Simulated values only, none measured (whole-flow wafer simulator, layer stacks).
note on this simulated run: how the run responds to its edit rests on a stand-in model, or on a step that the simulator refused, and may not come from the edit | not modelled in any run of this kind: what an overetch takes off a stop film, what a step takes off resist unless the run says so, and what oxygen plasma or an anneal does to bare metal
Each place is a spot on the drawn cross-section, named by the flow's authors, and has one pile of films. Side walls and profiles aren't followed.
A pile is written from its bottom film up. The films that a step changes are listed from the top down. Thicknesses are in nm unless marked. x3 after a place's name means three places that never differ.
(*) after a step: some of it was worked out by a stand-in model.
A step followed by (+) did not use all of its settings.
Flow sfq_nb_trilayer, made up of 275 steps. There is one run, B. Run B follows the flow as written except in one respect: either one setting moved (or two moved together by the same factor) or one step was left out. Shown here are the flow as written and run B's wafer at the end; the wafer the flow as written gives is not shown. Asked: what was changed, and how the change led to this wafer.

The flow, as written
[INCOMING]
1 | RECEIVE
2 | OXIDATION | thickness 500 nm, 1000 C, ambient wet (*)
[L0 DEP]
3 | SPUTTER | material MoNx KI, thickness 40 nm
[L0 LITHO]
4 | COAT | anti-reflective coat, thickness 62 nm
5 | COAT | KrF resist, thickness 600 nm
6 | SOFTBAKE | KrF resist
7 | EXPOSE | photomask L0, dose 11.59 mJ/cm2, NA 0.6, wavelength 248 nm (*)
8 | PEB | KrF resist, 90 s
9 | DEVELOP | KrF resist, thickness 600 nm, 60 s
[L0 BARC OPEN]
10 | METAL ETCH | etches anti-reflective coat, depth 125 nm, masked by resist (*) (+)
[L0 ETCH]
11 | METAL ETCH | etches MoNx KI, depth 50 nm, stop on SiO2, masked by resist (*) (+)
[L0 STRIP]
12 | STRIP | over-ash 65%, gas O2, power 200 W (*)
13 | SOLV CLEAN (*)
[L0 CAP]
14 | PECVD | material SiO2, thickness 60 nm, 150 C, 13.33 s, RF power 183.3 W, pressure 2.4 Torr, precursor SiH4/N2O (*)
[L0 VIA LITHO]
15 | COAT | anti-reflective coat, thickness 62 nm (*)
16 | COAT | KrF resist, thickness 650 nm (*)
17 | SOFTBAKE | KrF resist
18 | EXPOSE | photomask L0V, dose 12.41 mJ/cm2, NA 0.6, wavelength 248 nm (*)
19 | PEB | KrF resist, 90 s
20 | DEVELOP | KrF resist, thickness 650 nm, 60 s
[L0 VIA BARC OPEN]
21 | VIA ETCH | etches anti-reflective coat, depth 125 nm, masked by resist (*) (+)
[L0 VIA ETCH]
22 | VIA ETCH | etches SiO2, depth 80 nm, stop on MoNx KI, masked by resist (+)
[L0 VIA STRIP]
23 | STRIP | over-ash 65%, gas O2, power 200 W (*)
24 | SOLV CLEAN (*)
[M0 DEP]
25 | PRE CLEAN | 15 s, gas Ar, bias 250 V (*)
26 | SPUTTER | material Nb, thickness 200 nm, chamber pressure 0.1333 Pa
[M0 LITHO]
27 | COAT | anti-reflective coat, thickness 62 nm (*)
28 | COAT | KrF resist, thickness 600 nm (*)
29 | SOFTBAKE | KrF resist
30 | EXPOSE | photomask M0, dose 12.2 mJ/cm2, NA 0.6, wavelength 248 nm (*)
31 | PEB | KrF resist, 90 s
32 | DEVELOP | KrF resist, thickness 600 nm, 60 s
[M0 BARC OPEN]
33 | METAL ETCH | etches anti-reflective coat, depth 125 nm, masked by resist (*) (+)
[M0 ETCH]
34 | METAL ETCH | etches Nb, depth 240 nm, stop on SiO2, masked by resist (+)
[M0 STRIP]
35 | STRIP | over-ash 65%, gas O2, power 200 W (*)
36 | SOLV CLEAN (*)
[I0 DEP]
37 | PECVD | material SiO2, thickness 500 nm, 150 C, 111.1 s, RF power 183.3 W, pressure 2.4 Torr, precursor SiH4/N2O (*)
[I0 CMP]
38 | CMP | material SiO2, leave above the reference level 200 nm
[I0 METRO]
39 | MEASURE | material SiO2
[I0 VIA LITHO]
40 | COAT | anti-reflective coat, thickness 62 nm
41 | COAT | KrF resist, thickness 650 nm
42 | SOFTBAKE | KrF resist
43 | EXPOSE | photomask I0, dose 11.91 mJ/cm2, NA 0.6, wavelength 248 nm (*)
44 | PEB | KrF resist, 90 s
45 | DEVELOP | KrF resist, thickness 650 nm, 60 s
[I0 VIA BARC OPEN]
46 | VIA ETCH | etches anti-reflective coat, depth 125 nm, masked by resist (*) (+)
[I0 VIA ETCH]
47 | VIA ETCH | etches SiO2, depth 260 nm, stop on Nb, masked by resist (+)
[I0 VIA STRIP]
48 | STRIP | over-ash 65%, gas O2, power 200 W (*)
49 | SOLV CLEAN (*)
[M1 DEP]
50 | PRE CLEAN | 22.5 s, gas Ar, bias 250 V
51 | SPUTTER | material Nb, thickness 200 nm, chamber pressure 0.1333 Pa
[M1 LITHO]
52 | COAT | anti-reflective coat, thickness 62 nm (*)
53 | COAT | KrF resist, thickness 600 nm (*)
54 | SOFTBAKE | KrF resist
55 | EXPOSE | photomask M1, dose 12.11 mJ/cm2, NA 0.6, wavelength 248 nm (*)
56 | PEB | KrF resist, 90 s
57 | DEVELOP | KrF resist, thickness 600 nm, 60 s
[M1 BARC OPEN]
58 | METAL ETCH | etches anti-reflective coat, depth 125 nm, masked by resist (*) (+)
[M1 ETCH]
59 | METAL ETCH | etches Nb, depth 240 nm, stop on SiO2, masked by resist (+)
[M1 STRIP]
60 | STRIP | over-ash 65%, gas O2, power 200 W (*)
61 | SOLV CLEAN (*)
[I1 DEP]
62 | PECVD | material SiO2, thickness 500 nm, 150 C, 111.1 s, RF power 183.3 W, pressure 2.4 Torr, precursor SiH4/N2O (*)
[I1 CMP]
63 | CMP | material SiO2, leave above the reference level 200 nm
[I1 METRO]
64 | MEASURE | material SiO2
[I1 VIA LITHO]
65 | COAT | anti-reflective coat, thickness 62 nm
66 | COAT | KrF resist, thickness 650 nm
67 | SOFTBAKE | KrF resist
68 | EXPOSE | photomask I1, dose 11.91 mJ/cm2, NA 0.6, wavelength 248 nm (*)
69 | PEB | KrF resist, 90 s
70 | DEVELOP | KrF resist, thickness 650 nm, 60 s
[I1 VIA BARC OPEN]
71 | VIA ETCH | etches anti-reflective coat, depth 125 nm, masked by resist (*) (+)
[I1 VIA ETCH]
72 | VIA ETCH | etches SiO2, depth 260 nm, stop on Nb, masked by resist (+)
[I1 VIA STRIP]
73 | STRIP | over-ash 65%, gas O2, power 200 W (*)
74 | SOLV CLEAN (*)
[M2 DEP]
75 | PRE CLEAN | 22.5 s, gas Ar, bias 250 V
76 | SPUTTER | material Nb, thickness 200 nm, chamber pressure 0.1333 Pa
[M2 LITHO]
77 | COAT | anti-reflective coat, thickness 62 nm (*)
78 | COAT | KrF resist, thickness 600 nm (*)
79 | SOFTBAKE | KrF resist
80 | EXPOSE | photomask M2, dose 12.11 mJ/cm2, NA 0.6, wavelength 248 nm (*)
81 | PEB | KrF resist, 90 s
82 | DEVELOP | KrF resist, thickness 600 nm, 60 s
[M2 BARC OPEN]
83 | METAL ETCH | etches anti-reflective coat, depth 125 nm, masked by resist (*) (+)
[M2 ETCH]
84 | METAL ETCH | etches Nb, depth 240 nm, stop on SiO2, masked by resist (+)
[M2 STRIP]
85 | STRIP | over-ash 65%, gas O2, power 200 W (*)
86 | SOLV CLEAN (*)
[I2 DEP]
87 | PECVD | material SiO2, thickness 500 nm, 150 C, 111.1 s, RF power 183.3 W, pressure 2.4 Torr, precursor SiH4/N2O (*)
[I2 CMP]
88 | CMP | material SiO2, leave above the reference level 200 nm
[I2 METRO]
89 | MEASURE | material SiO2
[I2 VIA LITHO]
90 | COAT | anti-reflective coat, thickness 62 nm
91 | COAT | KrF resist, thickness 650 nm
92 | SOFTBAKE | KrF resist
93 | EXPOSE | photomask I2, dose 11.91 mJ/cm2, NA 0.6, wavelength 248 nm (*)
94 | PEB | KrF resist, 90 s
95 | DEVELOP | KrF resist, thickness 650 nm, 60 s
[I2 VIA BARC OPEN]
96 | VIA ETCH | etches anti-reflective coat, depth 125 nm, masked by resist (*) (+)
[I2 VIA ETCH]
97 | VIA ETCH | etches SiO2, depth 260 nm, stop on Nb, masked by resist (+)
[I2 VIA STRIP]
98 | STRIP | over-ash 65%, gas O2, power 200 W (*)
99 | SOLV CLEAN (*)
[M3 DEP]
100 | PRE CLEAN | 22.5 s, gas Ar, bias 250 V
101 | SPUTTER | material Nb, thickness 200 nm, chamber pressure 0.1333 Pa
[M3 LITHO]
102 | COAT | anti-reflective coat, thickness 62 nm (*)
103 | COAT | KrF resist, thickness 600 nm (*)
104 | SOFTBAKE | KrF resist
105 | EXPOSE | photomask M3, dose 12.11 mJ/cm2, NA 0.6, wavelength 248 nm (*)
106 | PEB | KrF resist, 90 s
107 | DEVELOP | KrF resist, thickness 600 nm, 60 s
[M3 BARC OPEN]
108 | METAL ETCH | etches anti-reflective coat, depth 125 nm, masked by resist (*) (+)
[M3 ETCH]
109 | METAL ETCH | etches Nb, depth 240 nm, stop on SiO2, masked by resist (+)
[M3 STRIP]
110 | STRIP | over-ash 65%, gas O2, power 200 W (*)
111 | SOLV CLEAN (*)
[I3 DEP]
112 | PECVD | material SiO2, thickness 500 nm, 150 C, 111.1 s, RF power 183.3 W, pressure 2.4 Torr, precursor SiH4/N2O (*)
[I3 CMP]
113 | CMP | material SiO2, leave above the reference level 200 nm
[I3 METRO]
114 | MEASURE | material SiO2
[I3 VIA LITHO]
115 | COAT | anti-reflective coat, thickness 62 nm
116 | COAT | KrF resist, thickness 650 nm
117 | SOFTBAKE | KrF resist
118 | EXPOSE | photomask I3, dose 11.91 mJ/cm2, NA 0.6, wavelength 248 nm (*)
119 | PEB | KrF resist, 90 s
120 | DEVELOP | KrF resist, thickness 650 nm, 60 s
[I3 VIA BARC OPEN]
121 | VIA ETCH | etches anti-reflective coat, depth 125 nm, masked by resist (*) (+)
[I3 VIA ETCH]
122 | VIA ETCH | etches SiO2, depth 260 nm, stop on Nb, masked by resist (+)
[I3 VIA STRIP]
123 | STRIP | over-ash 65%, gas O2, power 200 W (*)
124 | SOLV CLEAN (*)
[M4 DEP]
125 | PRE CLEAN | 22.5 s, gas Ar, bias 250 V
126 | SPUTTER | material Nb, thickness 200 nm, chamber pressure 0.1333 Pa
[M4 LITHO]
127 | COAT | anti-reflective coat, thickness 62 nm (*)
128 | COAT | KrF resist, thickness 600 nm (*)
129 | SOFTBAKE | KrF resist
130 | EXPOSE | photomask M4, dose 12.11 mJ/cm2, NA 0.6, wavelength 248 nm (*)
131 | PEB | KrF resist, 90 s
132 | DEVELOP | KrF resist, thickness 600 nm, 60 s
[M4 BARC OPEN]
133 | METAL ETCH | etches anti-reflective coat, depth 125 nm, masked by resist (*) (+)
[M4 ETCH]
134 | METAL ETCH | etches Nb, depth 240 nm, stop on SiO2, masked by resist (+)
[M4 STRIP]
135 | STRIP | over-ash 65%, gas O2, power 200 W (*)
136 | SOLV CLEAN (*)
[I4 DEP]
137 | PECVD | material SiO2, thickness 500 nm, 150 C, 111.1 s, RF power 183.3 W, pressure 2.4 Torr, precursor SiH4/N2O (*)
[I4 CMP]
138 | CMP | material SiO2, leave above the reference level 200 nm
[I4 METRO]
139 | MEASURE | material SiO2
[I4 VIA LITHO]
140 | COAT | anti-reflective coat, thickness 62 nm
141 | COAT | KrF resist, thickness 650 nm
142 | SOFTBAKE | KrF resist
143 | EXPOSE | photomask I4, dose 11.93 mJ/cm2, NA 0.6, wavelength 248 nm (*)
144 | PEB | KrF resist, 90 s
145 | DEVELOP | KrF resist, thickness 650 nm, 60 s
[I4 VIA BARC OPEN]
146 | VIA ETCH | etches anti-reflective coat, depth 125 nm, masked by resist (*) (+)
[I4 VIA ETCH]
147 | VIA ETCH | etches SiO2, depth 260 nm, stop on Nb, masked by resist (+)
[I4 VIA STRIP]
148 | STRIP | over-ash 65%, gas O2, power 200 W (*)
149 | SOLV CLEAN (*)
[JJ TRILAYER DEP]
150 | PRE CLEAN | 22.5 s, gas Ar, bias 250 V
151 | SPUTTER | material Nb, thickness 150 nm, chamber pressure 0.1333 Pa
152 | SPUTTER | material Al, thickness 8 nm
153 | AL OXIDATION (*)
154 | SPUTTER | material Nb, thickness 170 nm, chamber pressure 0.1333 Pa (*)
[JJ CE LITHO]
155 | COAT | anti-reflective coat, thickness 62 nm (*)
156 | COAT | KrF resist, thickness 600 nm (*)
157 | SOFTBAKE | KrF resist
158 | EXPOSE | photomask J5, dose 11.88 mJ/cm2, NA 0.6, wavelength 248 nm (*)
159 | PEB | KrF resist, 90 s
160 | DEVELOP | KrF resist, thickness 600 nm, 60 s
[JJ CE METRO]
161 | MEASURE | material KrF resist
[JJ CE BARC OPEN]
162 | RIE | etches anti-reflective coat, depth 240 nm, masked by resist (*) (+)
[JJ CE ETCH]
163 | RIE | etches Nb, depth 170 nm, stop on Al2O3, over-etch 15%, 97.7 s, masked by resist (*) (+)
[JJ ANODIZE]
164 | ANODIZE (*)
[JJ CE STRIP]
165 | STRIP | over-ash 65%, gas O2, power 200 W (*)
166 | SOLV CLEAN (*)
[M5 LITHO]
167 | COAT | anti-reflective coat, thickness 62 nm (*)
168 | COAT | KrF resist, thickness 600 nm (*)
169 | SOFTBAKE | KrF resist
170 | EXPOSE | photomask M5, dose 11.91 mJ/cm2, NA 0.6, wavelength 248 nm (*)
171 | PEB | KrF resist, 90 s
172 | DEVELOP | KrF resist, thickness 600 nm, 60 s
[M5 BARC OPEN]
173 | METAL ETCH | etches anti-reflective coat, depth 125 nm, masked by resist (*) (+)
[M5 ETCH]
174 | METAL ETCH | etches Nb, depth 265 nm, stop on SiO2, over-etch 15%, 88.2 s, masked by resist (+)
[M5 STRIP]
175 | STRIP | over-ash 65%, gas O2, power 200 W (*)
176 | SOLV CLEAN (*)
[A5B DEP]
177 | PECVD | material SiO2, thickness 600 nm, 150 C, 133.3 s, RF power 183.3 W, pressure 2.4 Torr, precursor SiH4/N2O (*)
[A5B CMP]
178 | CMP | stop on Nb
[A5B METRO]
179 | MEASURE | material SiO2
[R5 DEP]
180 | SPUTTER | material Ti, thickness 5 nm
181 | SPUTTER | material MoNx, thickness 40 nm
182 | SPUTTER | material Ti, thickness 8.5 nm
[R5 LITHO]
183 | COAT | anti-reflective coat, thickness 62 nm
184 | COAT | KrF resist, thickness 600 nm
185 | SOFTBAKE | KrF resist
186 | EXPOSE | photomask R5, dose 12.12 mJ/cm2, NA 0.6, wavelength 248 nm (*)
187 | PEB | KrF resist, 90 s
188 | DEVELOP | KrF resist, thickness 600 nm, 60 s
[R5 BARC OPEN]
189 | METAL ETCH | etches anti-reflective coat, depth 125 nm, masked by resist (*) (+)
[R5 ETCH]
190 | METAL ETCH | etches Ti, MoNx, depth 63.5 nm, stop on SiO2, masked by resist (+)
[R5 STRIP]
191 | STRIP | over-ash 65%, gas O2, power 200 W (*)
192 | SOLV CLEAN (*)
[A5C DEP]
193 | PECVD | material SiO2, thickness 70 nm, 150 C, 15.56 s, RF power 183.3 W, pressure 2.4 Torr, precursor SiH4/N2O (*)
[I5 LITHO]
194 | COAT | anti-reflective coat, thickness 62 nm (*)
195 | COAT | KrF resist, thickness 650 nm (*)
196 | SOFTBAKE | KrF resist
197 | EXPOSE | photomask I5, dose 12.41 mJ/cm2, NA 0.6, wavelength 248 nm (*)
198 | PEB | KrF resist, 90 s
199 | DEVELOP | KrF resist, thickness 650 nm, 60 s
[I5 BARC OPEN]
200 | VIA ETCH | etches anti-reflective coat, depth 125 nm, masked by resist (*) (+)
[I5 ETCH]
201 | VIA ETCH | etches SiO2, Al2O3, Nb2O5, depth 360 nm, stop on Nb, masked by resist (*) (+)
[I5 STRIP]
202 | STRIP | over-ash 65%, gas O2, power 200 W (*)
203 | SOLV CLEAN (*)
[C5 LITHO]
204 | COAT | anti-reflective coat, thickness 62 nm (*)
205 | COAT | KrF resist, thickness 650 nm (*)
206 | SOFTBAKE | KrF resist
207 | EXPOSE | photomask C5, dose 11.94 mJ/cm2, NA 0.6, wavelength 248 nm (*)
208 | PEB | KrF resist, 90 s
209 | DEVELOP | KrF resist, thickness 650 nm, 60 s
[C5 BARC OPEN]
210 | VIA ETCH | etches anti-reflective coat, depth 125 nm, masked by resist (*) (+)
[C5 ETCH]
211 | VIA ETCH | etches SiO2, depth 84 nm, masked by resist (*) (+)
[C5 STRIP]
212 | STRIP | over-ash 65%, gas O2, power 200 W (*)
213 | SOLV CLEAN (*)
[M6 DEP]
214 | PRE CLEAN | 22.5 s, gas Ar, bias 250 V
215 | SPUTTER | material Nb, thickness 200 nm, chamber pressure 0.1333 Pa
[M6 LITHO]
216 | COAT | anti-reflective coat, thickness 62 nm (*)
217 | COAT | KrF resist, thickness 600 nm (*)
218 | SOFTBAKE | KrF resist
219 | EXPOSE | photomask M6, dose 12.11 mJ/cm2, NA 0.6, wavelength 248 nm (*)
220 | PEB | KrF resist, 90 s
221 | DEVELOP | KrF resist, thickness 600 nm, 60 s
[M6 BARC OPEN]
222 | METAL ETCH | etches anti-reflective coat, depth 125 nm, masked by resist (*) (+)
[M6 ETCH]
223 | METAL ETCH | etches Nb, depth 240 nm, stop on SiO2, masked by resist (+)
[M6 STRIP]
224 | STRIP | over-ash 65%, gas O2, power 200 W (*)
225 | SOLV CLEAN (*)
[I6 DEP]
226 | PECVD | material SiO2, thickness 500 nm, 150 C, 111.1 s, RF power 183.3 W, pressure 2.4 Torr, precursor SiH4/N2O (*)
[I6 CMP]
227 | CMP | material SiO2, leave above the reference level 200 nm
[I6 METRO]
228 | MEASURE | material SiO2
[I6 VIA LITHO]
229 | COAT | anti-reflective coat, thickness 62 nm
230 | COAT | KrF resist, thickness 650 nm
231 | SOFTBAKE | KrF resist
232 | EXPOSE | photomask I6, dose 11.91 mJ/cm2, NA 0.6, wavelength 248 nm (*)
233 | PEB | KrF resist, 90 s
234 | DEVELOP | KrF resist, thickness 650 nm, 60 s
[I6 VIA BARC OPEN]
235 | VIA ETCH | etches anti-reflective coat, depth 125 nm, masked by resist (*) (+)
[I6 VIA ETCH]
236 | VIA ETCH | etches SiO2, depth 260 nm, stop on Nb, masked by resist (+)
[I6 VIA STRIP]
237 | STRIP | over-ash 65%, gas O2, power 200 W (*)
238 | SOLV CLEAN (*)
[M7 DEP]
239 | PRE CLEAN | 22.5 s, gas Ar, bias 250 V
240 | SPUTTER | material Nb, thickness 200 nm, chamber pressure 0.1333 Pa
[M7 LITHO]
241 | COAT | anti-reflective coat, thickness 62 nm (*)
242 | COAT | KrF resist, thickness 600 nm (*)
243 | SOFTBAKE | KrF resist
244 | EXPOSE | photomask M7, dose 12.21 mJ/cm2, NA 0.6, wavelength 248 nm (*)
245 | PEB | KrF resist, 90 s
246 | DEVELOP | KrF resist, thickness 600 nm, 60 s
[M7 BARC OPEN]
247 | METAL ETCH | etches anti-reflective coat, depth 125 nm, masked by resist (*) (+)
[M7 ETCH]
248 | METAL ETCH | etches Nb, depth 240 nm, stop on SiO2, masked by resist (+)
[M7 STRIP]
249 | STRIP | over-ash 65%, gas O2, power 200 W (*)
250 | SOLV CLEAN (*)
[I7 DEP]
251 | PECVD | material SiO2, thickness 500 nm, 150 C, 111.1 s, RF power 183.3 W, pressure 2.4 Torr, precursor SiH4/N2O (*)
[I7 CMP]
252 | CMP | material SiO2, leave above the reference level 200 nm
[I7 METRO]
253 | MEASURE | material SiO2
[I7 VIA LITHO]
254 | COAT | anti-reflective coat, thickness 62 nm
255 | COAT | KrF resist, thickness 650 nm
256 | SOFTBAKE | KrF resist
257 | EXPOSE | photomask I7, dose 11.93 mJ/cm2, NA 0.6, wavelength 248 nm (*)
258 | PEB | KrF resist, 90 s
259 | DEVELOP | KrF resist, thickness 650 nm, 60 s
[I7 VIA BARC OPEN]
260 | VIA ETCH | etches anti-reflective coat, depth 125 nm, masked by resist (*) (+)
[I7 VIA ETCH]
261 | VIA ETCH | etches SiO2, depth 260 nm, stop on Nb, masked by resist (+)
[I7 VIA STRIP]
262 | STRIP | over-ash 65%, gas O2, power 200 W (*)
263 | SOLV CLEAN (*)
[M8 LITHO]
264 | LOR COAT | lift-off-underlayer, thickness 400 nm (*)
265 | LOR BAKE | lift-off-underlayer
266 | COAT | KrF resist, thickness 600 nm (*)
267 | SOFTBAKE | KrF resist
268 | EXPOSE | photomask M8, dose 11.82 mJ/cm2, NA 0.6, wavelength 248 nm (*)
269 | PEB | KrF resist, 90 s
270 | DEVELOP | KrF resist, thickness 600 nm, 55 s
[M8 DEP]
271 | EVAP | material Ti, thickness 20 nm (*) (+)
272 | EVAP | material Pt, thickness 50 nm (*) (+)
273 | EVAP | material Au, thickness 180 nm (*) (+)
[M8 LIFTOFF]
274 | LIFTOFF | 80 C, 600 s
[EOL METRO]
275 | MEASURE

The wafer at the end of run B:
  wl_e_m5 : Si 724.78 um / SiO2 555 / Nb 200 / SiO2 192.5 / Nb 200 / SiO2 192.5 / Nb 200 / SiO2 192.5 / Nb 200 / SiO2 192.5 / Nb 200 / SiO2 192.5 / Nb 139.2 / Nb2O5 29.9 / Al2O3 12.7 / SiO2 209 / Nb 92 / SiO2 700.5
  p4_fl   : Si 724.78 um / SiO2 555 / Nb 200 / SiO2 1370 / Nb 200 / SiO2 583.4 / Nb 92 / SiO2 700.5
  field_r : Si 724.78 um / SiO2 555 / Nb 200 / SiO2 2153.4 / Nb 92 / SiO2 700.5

Cause: step 223, METAL ETCH: depth 108 nm was run, while the flow as written has depth 240 nm.

The path from the change to this, step by step:
  223 | METAL ETCH | etches Nb, depth 240 nm, stop on SiO2, masked by resist (+)
      field_l, gap, moat and 76 more: -108 Nb (it would be, as written: -200 Nb (all of it))
      v_sur, via_wl, via_w and 24 more: -63.5 KrF resist (it would be, as written: -141.2 KrF resist)
  224 | STRIP | over-ash 65%, gas O2, power 200 W (*)
      wl_j_sl, wl_j_sr: -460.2 KrF resist (all of it), -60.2 anti-reflective coat (all of it) (it would be, as written: -382.5 KrF resist (all of it), -60.2 anti-reflective coat (all of it))
      wl_c_m6, wl_f_m6: -459.9 KrF resist (all of it), -62 anti-reflective coat (all of it) (it would be, as written: -382.3 KrF resist (all of it), -62 anti-reflective coat (all of it))
      (and at 23 other places as well)
  226 | PECVD | material SiO2, thickness 500 nm, 150 C, 111.1 s, RF power 183.3 W, pressure 2.4 Torr, precursor SiH4/N2O (*)
      field_l, p4_fl, p4_fm and 62 more: +500 SiO2 (new film) (it would be, as written: +500 SiO2)
      moat, field_r, lsp_l, ln_m5, lsp_m: +500 SiO2 (new film) (it would be, as written: +493.6 SiO2)
      (and at 9 other places as well)
  227 | CMP | material SiO2, leave above the reference level 200 nm
      field_l, p4_fl, p4_fm and 59 more: -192 SiO2 (it would be, as written: -100 SiO2)
      moat, field_r, lsp_l, ln_m5, lsp_m: -192 SiO2 (it would be, as written: -93.6 SiO2)
      (and at 12 other places as well)
If metal films that touch count as one body, wl_e_m5 has 7 bodies (between them, from the top down: SiO2 209 / Al2O3 12.7 / Nb2O5 29.9; SiO2 192.5; SiO2 192.5; SiO2 192.5; SiO2 192.5; SiO2 192.5); the flow as written gives 6 bodies (between them, from the top down: SiO2 192.5; SiO2 192.5; SiO2 192.5; SiO2 192.5; SiO2 192.5).
If metal films that touch count as one body, p4_fl has 3 bodies (between them, from the top down: SiO2 583.4; SiO2 1370); the flow as written gives 2 bodies (between them, from the top down: SiO2 1370).
If metal films that touch count as one body, field_r has 2 bodies (between them, from the top down: SiO2 2153.4); the flow as written gives 1 body.
